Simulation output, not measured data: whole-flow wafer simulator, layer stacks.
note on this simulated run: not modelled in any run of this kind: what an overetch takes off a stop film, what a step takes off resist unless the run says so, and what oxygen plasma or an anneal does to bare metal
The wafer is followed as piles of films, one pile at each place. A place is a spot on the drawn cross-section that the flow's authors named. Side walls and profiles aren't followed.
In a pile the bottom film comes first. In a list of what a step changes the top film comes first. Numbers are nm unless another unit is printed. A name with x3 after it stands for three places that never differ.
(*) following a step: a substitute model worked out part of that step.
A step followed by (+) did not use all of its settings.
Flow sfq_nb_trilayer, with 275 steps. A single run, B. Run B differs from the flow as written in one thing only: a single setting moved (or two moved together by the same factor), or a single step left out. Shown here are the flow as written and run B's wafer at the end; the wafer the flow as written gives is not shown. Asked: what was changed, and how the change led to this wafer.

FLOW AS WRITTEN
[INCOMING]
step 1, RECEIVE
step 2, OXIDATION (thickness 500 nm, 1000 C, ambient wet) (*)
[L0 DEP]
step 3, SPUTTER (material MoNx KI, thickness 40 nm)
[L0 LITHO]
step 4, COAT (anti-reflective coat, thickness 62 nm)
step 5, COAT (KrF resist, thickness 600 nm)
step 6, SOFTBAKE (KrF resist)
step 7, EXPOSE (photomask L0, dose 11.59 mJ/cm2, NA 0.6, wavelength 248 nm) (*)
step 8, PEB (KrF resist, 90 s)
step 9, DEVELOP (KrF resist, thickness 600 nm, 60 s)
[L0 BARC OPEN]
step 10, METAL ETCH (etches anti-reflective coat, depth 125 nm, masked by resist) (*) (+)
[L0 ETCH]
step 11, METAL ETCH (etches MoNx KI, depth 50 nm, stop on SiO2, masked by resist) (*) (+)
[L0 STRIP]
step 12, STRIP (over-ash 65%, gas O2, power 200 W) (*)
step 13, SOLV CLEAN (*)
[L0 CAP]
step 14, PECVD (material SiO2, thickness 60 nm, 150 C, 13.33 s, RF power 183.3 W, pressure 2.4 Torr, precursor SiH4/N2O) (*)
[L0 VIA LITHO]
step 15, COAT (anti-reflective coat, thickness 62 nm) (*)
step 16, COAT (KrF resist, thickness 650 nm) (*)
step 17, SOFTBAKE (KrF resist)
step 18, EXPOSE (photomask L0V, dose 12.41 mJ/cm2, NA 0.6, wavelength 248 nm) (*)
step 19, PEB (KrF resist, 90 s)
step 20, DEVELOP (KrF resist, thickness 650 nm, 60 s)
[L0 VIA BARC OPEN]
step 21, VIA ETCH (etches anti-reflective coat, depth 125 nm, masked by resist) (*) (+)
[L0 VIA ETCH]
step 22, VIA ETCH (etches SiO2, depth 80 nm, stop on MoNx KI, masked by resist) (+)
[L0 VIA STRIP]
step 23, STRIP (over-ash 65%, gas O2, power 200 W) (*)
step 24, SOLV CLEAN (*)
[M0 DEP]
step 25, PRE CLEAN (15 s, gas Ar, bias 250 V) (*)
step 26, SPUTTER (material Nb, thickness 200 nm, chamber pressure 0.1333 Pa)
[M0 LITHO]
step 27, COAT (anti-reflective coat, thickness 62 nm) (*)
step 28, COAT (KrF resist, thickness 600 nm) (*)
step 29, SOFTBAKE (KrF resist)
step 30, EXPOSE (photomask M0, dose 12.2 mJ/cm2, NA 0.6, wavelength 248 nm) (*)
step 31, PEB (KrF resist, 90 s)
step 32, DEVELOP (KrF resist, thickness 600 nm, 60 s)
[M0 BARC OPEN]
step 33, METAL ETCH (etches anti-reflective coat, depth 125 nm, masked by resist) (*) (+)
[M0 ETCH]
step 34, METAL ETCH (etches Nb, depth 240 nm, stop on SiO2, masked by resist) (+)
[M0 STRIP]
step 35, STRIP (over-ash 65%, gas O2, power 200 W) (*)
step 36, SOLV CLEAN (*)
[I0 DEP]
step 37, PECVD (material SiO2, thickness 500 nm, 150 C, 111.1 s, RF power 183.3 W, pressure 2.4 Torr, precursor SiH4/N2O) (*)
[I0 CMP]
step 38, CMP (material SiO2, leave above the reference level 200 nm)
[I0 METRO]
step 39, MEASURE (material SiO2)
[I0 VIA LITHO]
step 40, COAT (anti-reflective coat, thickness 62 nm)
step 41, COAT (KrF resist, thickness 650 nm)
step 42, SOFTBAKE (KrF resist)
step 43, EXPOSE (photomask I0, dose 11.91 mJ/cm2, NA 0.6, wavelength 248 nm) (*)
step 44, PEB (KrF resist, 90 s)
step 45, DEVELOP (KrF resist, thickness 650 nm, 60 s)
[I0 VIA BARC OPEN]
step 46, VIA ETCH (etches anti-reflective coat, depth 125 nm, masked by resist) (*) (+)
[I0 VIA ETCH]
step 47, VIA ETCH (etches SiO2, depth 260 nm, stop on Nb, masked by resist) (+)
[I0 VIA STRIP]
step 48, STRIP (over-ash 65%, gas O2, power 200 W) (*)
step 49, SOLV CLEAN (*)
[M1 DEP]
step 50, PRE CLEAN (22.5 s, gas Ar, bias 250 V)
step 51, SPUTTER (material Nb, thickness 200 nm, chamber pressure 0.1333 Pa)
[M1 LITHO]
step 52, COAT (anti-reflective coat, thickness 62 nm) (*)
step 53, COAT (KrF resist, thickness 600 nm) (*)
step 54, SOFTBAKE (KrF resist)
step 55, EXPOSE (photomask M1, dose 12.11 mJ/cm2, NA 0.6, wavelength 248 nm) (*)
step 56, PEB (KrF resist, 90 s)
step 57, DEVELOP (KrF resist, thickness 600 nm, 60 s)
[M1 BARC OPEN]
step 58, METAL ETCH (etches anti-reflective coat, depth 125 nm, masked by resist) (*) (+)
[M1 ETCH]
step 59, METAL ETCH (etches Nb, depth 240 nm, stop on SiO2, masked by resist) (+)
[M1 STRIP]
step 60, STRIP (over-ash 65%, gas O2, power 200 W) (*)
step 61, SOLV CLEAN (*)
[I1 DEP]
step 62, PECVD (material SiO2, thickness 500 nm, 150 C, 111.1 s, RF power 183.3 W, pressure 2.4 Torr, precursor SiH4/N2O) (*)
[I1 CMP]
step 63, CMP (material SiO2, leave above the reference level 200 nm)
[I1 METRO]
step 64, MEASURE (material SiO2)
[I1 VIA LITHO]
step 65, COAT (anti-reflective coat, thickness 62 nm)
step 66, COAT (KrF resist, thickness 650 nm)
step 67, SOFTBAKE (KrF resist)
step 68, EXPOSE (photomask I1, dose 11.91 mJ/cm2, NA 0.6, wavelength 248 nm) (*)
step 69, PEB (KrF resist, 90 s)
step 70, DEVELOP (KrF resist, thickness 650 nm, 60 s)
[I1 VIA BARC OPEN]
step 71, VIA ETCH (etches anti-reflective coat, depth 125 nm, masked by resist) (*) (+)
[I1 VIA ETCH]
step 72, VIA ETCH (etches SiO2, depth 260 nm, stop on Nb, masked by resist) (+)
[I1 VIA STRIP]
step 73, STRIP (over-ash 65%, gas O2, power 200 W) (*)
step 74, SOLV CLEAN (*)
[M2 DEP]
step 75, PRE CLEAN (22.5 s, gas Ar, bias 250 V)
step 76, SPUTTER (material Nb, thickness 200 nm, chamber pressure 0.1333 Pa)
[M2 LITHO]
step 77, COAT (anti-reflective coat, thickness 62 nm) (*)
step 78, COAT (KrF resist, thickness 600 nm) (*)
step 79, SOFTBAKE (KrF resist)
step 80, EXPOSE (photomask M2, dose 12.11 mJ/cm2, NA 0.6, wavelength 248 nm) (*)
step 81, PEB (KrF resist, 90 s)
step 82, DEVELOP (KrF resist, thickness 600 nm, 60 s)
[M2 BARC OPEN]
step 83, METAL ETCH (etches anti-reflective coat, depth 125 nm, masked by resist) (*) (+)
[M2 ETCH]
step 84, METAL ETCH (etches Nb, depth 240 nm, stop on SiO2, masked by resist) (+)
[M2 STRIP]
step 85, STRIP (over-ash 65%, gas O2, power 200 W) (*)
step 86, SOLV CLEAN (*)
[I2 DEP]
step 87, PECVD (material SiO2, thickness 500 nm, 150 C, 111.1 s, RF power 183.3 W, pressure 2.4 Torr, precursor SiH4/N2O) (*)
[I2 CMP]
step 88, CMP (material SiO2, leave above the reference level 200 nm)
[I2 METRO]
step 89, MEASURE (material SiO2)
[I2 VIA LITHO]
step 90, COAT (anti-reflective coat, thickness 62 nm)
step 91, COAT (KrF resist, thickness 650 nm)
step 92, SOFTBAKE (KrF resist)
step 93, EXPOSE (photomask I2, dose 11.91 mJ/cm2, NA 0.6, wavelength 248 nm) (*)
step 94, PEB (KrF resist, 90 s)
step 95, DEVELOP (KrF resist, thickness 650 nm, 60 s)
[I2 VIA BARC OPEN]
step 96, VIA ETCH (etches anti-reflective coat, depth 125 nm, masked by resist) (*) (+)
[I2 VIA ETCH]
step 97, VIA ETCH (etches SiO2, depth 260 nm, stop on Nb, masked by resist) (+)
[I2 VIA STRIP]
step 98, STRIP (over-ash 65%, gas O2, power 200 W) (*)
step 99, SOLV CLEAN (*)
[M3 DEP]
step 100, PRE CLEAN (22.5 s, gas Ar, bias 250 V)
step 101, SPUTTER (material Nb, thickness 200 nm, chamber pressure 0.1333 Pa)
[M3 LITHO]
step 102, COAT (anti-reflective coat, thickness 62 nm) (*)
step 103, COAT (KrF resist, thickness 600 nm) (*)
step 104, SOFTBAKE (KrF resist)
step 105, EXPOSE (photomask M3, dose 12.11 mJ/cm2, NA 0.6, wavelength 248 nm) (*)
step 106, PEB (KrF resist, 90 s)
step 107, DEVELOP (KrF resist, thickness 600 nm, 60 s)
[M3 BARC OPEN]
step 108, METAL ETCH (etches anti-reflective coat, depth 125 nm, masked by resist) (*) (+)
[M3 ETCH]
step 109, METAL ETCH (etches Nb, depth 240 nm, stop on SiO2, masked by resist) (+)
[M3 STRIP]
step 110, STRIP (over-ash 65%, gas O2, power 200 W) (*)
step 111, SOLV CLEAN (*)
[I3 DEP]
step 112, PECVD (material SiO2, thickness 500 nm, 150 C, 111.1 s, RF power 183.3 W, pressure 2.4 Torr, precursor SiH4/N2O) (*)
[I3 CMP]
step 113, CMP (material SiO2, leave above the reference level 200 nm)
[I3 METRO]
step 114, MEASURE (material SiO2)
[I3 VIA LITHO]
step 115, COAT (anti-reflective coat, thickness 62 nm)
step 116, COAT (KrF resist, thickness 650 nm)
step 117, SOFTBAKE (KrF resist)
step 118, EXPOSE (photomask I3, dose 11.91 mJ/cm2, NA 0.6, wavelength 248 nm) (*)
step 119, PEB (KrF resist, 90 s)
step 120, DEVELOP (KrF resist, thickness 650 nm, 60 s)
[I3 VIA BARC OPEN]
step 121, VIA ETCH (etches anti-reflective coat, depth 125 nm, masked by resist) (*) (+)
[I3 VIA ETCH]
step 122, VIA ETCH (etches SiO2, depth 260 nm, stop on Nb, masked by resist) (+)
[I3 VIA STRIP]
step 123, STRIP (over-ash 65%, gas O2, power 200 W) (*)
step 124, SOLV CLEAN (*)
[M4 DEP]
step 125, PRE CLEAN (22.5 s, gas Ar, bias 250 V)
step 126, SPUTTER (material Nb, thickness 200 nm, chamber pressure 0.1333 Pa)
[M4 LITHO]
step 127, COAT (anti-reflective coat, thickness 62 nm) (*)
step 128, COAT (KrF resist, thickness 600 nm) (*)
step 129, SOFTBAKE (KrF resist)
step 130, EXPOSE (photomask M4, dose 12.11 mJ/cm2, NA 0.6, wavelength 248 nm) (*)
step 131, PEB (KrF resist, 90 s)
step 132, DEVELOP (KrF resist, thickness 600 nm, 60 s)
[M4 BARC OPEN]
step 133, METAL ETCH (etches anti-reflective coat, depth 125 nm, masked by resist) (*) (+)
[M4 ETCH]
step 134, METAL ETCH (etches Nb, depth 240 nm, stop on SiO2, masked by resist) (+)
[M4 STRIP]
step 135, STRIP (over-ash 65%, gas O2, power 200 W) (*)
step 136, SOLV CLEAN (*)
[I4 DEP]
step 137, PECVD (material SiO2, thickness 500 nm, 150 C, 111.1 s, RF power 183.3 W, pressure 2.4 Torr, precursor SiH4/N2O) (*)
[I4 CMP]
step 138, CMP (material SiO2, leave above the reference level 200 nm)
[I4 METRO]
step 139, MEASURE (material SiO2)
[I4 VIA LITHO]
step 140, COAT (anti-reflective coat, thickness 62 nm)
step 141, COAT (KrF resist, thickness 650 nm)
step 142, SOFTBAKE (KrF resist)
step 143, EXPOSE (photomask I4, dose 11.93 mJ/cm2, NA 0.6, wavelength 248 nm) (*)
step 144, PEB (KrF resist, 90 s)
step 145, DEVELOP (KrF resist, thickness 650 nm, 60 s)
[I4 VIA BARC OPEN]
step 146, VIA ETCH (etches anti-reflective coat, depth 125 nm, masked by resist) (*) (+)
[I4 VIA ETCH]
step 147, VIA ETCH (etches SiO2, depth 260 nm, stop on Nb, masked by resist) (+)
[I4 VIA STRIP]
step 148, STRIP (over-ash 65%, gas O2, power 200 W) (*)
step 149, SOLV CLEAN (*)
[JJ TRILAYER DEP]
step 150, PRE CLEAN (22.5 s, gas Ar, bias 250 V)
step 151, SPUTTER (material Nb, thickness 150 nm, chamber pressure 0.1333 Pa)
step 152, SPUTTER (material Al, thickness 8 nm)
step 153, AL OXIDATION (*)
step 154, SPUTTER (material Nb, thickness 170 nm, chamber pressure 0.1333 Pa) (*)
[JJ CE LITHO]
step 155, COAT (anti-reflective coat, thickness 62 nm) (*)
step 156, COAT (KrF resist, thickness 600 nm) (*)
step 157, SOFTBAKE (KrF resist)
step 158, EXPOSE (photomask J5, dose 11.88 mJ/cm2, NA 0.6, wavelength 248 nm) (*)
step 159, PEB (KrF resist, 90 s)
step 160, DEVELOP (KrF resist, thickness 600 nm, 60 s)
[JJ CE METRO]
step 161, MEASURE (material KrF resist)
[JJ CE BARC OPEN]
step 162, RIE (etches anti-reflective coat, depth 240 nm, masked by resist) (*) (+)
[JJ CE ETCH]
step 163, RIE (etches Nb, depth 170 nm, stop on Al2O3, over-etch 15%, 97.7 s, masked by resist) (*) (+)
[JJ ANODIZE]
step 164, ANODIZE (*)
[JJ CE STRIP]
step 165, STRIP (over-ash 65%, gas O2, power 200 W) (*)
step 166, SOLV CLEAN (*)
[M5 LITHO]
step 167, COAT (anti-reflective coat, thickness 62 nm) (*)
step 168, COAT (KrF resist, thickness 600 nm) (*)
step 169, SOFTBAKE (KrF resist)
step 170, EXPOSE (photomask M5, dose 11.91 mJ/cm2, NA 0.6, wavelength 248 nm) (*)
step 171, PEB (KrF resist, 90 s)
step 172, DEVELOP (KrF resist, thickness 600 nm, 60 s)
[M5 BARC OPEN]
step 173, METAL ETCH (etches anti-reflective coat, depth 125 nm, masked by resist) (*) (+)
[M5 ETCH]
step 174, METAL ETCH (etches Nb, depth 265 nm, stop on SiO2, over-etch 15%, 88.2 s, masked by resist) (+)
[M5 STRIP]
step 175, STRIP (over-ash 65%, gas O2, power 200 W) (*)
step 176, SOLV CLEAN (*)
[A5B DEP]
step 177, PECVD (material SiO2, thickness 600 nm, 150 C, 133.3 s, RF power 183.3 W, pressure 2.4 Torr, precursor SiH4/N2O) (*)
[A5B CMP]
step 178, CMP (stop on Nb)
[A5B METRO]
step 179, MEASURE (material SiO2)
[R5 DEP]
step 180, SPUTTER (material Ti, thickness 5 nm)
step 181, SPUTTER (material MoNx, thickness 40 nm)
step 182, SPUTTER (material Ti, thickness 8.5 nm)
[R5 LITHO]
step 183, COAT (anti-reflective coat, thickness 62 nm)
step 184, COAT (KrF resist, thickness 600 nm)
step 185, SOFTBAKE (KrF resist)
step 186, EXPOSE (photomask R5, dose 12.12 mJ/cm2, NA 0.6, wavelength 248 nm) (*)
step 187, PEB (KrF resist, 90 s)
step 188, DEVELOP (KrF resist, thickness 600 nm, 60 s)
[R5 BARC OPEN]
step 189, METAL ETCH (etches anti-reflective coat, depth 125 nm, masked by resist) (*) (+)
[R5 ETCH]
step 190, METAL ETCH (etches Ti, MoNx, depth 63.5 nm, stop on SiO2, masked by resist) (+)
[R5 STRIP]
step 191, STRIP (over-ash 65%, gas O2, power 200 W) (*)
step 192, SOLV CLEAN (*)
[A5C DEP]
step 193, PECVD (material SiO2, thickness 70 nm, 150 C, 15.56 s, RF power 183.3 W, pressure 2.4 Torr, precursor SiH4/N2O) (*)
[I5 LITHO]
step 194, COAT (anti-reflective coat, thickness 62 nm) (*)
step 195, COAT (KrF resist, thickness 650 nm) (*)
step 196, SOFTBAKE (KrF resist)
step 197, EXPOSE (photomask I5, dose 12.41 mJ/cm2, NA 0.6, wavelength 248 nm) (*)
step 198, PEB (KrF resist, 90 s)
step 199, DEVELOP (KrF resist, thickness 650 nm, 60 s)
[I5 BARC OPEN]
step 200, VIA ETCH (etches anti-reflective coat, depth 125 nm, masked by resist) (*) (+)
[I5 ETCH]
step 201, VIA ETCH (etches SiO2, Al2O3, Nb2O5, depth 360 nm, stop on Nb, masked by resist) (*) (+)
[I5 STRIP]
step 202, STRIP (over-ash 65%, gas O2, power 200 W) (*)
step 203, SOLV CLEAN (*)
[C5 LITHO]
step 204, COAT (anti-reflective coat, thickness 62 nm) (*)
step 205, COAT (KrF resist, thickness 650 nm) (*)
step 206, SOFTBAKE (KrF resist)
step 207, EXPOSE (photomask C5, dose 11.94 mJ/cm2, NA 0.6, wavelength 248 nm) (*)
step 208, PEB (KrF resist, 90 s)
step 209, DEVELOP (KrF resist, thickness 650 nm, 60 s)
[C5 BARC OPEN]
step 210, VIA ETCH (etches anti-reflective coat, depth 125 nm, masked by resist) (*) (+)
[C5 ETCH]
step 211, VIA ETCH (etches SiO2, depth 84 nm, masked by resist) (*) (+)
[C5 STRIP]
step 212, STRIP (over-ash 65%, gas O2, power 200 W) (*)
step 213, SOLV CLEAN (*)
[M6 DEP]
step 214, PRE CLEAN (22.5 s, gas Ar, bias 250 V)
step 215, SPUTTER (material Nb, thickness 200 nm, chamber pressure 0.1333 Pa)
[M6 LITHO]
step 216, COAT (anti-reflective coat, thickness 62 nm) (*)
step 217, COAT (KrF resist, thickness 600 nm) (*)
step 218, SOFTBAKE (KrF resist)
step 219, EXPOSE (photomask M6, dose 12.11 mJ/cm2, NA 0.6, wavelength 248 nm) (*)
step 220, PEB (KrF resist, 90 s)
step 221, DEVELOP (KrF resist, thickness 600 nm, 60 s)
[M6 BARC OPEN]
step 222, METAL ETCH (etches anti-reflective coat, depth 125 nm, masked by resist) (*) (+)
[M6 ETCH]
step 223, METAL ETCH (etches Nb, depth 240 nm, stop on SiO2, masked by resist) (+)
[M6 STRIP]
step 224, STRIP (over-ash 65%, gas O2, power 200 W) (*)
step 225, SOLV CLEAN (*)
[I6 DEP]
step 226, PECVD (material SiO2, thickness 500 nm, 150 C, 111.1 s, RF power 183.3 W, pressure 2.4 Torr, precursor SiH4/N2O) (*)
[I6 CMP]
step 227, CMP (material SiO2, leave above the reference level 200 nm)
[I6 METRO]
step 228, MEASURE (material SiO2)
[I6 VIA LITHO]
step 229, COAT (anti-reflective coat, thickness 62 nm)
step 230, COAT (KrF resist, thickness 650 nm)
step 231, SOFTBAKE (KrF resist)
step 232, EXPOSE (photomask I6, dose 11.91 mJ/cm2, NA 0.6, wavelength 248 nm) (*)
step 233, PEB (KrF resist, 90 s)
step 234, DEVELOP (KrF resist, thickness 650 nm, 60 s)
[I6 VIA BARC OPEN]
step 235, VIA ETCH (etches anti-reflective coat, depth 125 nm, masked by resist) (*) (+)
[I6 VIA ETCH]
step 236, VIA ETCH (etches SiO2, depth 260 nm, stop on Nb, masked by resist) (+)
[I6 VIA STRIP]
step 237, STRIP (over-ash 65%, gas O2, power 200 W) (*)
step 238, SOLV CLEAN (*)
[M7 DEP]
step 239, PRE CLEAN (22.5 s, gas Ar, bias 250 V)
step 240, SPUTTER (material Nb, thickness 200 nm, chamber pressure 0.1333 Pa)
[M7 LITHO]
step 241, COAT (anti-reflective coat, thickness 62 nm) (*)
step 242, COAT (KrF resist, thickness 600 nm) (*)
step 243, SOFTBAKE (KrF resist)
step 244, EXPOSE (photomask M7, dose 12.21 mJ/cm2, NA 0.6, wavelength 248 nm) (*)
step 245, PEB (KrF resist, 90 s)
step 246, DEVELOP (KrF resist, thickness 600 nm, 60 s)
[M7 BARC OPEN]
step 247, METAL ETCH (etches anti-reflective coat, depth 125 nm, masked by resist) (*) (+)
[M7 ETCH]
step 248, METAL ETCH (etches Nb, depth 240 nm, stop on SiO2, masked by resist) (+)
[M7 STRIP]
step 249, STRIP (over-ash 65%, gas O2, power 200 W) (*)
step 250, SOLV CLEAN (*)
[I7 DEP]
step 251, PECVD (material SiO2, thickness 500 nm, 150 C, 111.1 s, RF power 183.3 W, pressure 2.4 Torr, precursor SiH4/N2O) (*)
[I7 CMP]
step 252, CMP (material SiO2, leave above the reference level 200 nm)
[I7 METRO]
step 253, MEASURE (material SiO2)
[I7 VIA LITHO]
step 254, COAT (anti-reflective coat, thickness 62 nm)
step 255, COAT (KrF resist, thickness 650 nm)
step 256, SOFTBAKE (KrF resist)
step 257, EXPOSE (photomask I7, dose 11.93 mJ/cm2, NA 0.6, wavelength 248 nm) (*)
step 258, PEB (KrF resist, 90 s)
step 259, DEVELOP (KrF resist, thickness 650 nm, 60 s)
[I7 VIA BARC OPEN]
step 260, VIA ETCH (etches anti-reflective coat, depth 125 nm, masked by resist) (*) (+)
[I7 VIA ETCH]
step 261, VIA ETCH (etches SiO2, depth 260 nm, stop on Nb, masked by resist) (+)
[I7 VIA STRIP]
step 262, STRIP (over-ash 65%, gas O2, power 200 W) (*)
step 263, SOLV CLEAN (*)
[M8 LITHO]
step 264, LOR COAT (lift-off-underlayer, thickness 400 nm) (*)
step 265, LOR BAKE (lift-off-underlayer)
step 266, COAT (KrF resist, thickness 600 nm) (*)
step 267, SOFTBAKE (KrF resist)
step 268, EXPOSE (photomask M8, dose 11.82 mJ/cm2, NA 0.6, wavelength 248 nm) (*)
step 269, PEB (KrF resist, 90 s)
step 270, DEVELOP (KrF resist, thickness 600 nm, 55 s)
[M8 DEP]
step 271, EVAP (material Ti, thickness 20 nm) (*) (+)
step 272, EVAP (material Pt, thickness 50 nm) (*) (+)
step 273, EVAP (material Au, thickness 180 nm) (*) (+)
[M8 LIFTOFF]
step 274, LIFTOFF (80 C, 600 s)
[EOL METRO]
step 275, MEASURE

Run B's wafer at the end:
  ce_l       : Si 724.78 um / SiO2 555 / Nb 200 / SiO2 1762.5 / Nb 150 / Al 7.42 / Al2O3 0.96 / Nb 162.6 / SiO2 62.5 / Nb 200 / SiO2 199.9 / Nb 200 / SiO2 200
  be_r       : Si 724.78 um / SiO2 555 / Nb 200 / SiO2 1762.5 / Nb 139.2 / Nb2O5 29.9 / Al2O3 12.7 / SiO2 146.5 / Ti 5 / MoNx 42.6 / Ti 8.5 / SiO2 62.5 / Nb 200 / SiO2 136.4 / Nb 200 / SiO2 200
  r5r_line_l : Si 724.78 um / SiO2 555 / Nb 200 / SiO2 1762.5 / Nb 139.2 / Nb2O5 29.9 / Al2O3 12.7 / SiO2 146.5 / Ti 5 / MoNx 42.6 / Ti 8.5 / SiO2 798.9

The reason: step 181, SPUTTER: thickness 42.64 nm was run, while the flow as written has thickness 40 nm.
The wafer lets one read it off: be_r has MoNx 42.6, and step 181 as written asks for 40 nm.

Step by step, how the change led to this:
  step 181, SPUTTER (material MoNx, thickness 40 nm)
      field_l, v_sur, via_wl and 103 more: +42.6 MoNx (new film) (as written it would have been: +40 MoNx (new film))
  step 190, METAL ETCH (etches Ti, MoNx, depth 63.5 nm, stop on SiO2, masked by resist) (+)
      field_l, v_sur, via_wl and 92 more: -8.5 Ti (all of it), -42.6 MoNx (all of it), -5 Ti (all of it) (as written it would have been: -8.5 Ti (all of it), -40 MoNx (all of it), -5 Ti (all of it))
      ce_l, c5j, ce_r, wl_jj: -8.5 Ti (all of it), -42.6 MoNx (all of it), -5 Ti (all of it), -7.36 Nb (as written it would have been: -8.5 Ti (all of it), -40 MoNx (all of it), -5 Ti (all of it), -10 Nb)
  step 194, COAT (anti-reflective coat, thickness 62 nm) (*)
      ce_r: +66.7 anti-reflective coat (new film) (as written it would have been: +68.1 anti-reflective coat (new film))
  step 202, STRIP (over-ash 65%, gas O2, power 200 W) (*)
      ce_r: -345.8 KrF resist (all of it), -66.7 anti-reflective coat (all of it) (as written it would have been: -346.1 KrF resist (all of it), -68.1 anti-reflective coat (all of it))
  step 204, COAT (anti-reflective coat, thickness 62 nm) (*)
      ce_r: +65.8 anti-reflective coat (new film) (as written it would have been: +67.2 anti-reflective coat (new film))
  step 212, STRIP (over-ash 65%, gas O2, power 200 W) (*)
      ce_r: -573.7 KrF resist (all of it), -65.8 anti-reflective coat (all of it) (as written it would have been: -573.7 KrF resist (all of it), -67.2 anti-reflective coat (all of it))
  step 216, COAT (anti-reflective coat, thickness 62 nm) (*)
      ce_r: +47.8 anti-reflective coat (new film) (as written it would have been: +48.8 anti-reflective coat (new film))
  step 224, STRIP (over-ash 65%, gas O2, power 200 W) (*)
      ce_r: -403 KrF resist (all of it), -47.8 anti-reflective coat (all of it) (as written it would have been: -403.5 KrF resist (all of it), -48.8 anti-reflective coat (all of it))
